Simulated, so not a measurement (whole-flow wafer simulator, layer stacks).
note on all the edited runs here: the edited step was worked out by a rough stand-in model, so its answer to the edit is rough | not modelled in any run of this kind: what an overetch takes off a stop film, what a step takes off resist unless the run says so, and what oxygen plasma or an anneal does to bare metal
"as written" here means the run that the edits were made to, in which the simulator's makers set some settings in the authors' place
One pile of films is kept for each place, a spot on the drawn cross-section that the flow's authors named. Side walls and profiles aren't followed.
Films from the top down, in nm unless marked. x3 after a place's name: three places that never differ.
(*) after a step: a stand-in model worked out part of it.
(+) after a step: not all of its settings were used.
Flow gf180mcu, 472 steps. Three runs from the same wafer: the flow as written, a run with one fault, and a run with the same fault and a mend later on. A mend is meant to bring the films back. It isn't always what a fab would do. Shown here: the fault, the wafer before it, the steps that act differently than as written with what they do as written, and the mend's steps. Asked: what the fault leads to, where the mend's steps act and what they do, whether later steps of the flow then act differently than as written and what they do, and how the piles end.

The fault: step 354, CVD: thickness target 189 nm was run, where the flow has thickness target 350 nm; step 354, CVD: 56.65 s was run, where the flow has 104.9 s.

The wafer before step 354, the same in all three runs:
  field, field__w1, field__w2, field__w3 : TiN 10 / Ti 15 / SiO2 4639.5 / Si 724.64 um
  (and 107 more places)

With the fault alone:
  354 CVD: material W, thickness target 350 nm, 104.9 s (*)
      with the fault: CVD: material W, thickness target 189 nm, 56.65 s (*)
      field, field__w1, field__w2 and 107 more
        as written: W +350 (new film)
        with the fault: W +190.4 (new film)
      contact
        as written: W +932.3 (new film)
        with the fault: W +772.7 (new film)
  Later steps of the flow that act differently than as written:
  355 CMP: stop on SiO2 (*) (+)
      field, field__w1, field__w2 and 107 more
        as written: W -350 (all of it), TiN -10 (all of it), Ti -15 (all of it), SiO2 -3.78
        with the fault: W -190.4 (all of it), TiN -10 (all of it), Ti -15 (all of it), SiO2 -2.17
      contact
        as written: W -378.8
        with the fault: W -217.5
  At the end the piles differ from the flow's only slightly at the places that both follow, by at most 2% or 0.5 nm, whichever is larger.

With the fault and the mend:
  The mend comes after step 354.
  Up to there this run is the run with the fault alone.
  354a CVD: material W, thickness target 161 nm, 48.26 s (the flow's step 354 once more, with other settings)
      field, field__w1, field__w2 and 108 more
        W +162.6
  No later step of the flow acts differently than as written, at any place that is followed, by more than 2% or 0.5 nm, whichever is larger.
  At the end the piles differ from the flow's only slightly at the places that both follow, by at most 2% or 0.5 nm, whichever is larger.
